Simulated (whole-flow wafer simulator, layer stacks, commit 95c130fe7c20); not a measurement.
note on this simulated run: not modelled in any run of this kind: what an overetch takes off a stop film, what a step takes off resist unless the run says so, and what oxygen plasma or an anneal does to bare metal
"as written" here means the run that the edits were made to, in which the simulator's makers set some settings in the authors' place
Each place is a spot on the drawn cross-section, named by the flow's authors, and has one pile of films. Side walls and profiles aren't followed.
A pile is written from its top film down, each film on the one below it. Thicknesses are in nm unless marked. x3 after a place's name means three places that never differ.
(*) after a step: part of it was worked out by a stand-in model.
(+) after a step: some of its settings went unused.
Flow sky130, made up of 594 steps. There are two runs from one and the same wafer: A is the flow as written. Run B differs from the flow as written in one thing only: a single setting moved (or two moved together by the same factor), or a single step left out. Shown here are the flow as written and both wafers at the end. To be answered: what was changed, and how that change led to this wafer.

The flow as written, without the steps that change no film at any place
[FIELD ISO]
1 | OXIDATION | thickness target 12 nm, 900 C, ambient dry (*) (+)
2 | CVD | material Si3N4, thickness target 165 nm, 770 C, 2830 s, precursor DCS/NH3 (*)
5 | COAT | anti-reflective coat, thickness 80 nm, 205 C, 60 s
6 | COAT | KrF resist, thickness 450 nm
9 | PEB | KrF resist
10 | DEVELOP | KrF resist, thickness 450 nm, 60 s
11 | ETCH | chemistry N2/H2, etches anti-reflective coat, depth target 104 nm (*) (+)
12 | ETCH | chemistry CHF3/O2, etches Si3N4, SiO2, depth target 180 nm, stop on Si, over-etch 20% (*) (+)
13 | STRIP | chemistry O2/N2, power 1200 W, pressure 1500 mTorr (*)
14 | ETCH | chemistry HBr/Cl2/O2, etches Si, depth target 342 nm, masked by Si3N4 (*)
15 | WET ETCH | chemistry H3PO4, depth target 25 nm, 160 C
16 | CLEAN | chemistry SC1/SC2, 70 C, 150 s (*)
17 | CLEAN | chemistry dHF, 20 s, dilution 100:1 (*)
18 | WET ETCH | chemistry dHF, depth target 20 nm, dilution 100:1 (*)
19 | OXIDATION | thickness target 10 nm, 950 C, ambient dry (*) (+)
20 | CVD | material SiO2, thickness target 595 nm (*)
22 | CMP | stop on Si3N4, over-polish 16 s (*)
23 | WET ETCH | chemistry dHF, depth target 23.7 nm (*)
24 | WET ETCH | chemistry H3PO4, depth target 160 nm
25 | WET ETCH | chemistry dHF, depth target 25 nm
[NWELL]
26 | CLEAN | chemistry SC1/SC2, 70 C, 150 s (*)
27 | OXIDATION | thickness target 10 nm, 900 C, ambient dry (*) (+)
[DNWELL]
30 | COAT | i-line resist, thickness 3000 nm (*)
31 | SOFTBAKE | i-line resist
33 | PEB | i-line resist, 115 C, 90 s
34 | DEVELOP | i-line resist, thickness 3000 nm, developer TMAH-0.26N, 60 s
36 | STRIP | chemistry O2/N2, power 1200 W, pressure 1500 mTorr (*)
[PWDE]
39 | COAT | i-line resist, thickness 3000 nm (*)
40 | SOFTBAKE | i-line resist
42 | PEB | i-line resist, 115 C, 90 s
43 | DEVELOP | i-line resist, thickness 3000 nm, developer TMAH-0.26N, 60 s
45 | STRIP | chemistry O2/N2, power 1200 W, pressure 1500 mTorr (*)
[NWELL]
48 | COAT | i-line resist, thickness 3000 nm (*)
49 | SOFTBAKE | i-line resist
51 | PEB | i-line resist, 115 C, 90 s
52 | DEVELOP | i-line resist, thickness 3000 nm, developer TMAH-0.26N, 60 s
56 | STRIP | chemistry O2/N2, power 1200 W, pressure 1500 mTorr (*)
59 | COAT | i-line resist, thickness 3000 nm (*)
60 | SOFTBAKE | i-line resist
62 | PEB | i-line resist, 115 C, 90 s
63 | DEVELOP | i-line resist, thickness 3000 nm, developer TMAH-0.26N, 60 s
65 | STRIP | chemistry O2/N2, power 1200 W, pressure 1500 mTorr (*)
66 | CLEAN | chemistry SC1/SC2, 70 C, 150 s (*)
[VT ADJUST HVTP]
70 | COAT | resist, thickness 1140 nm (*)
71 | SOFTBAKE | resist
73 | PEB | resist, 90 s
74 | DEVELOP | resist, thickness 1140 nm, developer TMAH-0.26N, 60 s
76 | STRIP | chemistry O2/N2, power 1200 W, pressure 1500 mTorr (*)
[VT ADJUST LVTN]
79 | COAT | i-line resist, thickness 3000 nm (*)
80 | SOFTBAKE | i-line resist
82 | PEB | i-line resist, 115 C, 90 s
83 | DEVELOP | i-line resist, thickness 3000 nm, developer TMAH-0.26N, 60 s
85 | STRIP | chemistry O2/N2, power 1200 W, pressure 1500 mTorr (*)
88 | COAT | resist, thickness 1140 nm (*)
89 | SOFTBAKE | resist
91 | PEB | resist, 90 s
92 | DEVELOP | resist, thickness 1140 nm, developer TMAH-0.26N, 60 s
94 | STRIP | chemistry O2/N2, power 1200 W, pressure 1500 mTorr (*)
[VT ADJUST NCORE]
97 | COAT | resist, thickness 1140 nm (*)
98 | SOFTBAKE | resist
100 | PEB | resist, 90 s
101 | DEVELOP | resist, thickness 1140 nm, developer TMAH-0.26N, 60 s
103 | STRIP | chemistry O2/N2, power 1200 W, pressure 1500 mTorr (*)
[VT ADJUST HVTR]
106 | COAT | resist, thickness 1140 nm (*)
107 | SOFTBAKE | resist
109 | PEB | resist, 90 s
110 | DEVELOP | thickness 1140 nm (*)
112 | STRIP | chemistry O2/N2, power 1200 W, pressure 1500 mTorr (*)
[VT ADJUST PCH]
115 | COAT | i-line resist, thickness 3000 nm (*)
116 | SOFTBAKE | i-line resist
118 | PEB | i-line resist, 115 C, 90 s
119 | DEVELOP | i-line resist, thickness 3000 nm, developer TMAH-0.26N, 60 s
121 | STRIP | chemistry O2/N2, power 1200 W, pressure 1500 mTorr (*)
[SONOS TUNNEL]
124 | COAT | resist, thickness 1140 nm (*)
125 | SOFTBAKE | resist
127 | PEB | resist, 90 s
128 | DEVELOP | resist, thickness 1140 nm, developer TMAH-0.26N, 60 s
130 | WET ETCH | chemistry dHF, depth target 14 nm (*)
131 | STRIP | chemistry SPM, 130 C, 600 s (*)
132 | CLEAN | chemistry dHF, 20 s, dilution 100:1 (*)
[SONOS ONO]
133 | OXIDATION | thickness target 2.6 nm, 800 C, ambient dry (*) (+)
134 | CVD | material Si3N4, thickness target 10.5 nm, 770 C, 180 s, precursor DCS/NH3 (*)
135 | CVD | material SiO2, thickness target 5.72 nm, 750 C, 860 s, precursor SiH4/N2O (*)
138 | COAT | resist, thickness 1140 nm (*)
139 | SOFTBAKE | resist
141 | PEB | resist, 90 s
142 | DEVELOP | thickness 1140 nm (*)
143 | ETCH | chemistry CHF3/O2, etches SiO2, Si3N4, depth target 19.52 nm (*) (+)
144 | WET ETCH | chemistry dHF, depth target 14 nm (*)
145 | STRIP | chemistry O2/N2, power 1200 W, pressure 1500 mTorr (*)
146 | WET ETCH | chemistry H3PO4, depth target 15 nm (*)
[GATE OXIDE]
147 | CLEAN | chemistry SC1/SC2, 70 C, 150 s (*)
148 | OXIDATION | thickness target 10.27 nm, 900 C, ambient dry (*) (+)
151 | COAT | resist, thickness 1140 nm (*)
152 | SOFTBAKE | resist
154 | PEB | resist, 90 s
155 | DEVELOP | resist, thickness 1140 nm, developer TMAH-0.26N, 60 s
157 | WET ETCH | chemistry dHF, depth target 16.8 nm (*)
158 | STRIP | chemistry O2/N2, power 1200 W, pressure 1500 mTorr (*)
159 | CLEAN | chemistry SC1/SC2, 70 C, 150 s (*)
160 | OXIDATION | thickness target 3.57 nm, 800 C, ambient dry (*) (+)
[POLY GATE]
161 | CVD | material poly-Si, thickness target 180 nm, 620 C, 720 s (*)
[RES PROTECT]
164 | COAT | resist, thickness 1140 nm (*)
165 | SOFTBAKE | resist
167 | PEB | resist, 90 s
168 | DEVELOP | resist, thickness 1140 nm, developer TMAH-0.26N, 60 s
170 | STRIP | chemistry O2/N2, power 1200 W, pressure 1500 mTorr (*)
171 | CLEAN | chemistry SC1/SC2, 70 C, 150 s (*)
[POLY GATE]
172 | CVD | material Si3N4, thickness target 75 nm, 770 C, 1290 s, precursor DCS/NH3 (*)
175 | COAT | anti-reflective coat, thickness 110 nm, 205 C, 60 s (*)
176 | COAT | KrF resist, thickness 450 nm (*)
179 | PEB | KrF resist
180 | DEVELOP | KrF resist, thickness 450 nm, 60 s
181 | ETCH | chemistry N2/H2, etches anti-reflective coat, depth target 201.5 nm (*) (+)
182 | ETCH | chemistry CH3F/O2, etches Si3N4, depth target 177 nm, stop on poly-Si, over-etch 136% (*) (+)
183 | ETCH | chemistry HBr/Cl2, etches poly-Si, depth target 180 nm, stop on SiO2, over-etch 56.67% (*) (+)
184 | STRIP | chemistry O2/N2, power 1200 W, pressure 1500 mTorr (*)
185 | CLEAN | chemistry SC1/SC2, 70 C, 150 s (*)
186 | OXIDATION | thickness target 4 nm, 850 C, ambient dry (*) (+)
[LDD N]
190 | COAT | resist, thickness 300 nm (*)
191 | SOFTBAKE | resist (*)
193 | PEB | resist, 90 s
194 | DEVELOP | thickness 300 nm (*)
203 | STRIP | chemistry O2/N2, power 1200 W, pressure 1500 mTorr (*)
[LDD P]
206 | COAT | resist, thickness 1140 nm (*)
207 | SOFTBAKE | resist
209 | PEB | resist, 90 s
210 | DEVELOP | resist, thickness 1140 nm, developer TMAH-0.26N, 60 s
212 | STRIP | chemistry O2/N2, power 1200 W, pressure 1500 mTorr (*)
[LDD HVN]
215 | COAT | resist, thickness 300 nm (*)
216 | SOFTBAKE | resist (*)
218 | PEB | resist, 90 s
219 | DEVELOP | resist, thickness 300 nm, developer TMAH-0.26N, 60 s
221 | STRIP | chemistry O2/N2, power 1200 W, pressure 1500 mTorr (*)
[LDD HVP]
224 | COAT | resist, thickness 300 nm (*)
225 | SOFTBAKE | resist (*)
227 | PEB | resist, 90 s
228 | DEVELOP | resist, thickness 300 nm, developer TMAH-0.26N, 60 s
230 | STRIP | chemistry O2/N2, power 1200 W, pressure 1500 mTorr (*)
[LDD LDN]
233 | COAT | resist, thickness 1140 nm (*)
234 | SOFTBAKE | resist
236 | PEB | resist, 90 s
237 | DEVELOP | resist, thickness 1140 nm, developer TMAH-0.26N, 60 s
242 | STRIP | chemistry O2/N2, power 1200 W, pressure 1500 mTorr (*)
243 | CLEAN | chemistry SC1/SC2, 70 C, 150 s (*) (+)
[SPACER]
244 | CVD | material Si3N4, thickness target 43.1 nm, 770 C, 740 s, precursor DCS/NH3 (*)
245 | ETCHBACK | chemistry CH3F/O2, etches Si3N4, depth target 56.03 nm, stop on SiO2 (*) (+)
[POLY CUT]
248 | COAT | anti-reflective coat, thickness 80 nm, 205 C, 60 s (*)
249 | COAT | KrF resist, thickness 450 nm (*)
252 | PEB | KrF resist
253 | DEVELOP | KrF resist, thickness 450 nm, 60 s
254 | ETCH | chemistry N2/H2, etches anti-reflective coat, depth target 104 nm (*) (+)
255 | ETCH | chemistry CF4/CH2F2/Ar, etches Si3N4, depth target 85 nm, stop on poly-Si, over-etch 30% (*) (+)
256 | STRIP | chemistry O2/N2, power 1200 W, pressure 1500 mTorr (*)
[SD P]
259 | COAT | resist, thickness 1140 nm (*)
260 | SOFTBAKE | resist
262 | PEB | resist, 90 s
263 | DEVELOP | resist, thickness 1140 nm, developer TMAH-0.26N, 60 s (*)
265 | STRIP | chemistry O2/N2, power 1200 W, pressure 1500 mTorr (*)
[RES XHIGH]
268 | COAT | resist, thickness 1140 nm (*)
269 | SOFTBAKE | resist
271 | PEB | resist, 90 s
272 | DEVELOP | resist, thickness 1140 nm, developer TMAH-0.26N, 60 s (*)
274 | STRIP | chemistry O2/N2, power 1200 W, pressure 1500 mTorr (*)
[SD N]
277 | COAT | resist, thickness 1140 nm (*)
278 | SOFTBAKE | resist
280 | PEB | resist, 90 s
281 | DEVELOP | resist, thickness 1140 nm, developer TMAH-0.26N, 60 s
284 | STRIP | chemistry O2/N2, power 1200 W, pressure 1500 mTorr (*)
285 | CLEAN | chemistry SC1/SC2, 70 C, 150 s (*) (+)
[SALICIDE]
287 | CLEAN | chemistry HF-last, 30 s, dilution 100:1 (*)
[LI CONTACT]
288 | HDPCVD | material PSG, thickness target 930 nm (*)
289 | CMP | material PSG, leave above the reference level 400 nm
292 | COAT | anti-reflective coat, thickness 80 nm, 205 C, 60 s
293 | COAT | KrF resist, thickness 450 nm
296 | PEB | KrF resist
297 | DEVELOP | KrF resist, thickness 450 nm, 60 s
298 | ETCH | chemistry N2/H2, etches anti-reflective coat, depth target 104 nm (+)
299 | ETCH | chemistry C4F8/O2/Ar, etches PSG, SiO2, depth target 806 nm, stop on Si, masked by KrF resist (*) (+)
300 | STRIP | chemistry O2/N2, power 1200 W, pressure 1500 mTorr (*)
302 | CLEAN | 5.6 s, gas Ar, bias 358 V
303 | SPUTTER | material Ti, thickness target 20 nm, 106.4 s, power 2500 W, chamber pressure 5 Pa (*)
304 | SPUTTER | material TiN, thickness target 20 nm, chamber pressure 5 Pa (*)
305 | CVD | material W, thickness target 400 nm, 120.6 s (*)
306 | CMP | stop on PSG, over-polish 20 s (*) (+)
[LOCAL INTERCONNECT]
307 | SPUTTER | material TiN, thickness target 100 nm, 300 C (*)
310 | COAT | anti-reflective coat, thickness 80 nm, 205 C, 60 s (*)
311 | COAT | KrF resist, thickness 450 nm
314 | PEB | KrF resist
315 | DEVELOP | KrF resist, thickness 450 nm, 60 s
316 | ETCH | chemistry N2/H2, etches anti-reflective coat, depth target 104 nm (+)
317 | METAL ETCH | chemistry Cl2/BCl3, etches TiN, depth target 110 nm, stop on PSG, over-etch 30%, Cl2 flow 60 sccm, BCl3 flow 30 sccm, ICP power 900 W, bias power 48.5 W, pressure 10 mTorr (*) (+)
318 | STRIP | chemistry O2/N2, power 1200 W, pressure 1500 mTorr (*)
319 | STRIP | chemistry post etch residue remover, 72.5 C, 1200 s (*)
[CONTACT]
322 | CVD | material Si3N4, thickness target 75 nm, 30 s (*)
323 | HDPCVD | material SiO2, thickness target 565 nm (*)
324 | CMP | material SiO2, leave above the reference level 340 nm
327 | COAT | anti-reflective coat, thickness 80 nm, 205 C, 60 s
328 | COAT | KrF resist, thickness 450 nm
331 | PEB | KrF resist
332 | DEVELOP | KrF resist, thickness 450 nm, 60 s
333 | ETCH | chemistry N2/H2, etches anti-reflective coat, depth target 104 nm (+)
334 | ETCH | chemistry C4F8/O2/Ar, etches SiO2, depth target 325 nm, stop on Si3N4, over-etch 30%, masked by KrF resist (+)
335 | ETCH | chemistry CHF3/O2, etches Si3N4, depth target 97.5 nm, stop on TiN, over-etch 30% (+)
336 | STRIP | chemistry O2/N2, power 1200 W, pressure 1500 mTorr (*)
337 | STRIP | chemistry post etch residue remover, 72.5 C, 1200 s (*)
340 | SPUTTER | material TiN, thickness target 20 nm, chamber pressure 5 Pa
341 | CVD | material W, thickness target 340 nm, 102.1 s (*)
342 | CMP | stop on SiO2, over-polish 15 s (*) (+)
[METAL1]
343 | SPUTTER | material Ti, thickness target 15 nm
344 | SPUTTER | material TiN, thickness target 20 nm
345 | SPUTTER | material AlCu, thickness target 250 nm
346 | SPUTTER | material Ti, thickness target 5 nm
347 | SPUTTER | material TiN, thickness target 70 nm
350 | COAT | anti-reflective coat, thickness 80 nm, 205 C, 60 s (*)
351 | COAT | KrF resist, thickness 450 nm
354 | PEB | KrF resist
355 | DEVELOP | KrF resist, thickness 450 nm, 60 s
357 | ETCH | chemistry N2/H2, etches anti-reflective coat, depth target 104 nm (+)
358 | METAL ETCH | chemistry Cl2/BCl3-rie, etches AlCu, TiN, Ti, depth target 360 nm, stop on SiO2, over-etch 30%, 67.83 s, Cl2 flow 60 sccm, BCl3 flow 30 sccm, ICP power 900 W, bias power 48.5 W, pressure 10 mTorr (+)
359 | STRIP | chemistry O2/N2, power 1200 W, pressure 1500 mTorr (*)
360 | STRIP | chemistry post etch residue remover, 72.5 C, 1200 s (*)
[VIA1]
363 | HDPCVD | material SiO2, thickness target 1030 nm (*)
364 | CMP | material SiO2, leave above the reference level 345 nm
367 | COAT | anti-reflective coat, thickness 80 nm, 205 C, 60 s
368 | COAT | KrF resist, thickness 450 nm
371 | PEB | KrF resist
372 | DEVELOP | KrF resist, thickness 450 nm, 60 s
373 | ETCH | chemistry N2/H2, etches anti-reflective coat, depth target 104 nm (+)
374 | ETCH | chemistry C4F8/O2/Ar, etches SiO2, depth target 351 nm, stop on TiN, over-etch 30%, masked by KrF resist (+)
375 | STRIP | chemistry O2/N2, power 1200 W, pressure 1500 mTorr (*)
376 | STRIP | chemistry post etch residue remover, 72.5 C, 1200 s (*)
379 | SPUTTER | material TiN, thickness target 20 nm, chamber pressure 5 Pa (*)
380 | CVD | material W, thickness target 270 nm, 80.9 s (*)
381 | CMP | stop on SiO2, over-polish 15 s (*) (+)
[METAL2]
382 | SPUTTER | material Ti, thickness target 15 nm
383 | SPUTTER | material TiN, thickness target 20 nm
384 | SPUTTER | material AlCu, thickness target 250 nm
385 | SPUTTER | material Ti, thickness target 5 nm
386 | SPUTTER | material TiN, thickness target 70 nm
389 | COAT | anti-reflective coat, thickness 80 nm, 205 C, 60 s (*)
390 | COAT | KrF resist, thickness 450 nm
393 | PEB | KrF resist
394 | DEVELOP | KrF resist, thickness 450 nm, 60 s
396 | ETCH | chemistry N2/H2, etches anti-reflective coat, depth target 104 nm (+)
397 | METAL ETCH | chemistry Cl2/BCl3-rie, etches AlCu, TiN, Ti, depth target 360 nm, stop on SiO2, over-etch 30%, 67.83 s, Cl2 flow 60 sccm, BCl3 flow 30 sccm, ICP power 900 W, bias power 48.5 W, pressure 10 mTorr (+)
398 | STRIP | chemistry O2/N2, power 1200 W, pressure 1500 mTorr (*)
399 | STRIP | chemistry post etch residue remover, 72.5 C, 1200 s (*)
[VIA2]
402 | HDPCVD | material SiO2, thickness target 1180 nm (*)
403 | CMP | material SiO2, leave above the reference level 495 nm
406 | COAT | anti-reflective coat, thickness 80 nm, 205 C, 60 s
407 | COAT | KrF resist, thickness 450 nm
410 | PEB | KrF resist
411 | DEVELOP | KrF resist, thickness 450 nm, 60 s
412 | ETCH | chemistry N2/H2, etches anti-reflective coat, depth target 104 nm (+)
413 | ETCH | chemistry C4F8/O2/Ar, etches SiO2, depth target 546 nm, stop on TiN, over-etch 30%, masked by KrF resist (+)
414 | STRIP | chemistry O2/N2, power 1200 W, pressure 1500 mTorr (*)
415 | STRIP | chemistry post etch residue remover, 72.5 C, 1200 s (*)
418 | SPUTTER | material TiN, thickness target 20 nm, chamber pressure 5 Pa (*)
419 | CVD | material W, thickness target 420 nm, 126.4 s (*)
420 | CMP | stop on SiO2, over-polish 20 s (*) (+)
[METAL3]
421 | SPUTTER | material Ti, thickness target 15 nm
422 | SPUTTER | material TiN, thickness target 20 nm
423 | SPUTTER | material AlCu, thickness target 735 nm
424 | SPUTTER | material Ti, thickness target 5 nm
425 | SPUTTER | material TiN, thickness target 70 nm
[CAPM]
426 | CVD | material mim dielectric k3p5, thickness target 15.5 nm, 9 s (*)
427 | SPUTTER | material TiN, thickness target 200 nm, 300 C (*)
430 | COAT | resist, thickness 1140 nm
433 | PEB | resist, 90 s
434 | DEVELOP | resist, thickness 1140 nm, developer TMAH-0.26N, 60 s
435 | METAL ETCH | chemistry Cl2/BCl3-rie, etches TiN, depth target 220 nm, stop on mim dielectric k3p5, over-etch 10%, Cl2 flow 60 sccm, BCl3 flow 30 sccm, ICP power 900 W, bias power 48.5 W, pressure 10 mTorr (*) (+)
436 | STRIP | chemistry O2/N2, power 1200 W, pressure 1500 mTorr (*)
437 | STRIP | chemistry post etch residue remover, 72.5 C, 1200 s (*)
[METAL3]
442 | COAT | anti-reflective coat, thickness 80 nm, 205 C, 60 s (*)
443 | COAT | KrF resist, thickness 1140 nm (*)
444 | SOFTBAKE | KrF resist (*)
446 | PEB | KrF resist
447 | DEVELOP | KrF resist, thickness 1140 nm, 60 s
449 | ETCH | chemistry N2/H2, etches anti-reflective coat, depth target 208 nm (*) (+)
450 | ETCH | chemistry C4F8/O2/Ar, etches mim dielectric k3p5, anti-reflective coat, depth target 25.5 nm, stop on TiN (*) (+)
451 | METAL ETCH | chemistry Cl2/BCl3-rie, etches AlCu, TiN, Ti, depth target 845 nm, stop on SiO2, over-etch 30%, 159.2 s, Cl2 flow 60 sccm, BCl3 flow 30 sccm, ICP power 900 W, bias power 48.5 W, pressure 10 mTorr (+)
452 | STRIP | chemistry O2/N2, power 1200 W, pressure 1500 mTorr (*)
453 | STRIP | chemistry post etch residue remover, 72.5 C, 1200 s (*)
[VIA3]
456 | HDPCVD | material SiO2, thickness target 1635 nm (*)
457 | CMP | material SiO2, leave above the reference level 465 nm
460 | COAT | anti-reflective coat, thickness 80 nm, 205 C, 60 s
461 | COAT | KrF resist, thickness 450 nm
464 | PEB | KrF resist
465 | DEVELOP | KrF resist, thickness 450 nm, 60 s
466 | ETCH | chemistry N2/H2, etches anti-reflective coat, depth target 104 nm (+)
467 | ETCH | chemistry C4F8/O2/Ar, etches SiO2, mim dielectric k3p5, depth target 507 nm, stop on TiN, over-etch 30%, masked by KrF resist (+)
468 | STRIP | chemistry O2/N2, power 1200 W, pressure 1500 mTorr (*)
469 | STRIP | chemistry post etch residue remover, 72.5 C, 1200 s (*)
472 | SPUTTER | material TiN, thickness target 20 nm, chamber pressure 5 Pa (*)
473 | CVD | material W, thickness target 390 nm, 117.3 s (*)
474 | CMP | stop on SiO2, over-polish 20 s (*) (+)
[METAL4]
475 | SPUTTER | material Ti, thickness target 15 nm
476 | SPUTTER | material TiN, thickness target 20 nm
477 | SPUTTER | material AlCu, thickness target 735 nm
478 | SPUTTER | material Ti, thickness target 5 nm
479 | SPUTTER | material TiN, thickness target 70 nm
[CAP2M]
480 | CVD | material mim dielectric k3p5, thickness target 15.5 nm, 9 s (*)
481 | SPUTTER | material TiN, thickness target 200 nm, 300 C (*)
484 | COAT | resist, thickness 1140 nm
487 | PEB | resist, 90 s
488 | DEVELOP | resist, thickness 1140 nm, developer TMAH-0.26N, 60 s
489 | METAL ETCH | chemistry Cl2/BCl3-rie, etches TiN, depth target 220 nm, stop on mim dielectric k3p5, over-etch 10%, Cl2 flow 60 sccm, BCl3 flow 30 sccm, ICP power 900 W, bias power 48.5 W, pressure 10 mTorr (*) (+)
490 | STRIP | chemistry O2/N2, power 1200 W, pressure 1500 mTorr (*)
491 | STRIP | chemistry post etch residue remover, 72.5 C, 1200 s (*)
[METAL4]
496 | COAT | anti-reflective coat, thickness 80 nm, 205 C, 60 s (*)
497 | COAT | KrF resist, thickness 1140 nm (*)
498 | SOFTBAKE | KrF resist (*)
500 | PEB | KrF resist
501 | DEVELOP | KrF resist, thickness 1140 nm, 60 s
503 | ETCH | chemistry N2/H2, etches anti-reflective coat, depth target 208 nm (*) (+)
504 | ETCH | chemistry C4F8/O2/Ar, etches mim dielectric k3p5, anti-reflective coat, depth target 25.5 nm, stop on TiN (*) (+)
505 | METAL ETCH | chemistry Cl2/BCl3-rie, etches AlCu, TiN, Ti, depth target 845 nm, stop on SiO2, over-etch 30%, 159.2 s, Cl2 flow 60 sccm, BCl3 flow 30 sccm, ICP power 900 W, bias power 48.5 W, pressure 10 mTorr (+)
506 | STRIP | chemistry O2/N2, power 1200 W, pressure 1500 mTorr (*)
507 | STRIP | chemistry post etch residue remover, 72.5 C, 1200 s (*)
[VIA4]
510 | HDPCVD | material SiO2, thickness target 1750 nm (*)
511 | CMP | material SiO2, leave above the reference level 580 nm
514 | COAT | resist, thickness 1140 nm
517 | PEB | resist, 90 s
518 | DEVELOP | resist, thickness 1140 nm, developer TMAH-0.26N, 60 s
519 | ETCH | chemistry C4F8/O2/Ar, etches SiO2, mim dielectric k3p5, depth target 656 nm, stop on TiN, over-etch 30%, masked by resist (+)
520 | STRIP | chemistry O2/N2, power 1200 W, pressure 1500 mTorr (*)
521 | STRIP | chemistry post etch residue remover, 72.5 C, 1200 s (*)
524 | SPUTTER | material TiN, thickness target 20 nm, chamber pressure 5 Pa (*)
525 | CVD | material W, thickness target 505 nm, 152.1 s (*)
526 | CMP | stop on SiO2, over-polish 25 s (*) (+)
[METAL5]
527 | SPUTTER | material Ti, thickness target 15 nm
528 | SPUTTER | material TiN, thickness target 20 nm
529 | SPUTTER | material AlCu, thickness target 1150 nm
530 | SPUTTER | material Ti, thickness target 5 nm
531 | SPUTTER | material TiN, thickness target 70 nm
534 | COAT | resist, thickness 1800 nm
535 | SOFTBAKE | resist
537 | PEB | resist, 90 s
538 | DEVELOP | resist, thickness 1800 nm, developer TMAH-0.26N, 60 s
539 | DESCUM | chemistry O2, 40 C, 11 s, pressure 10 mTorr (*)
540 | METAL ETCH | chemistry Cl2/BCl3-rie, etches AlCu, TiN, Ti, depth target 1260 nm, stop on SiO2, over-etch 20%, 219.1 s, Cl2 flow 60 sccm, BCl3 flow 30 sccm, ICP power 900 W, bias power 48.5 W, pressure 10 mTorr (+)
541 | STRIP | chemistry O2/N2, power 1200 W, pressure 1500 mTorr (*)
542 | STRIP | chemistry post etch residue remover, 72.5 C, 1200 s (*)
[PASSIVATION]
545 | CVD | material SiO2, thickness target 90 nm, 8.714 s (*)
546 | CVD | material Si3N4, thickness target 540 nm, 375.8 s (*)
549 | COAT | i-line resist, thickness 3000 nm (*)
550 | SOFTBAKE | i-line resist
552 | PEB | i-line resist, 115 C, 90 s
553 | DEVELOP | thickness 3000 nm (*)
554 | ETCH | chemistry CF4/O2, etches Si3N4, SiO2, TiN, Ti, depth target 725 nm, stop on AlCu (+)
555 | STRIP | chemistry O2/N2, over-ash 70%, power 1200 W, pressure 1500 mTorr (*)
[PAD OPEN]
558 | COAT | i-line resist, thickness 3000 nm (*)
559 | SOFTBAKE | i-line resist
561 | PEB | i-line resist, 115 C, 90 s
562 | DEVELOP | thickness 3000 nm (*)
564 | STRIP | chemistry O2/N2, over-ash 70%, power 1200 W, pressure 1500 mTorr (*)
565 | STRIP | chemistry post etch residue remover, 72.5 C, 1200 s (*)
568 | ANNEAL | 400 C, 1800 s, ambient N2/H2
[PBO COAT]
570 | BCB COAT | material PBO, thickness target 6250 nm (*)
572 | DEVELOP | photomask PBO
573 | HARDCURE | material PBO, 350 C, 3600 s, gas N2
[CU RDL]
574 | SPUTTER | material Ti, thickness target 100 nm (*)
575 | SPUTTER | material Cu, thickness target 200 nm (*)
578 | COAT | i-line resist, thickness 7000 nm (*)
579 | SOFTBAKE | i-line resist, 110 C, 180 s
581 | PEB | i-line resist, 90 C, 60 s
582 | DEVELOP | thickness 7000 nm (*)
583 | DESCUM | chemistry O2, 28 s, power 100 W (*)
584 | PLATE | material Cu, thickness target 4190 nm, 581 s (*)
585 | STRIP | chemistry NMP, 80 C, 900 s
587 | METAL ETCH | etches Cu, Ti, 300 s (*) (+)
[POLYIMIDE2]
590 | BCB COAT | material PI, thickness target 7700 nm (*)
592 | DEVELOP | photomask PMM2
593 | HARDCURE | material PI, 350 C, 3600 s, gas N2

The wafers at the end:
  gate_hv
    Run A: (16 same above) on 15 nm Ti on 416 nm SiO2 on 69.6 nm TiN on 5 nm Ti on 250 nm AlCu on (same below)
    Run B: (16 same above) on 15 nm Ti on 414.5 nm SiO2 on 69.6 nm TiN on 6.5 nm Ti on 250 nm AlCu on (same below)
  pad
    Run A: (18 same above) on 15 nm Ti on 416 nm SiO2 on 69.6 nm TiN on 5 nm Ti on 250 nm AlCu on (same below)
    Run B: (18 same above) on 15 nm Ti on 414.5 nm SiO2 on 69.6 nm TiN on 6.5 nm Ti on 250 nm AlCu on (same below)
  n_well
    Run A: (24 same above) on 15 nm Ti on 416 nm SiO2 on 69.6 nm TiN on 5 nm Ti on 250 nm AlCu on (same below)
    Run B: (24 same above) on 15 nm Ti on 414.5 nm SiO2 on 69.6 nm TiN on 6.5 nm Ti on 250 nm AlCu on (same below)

What caused this: step 385, SPUTTER: thickness target 6.5 nm was run, while the flow as written has thickness target 5 nm.
The wafer lets one read it off: gate_hv has Ti 6.5, and step 385 as written asks for 5 nm.

The path from the change to this, step by step:
  385 | SPUTTER | material Ti, thickness target 5 nm
      field, active, n_well and 188 more: A +5 Ti (new film) | B +6.5 Ti (new film)
  397 | METAL ETCH | chemistry Cl2/BCl3-rie, etches AlCu, TiN, Ti, depth target 360 nm, stop on SiO2, over-etch 30%, 67.83 s, Cl2 flow 60 sccm, BCl3 flow 30 sccm, ICP power 900 W, bias power 48.5 W, pressure 10 mTorr (+)
      field, active, gate and 82 more: A -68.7 TiN (all of it), -5 Ti (all of it), -250 AlCu (all of it), -20 TiN (all of it), -15 Ti (all of it), -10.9 SiO2 | B -68.7 TiN (all of it), -6.5 Ti (all of it), -250 AlCu (all of it), -20 TiN (all of it), -15 Ti (all of it), -10.8 SiO2
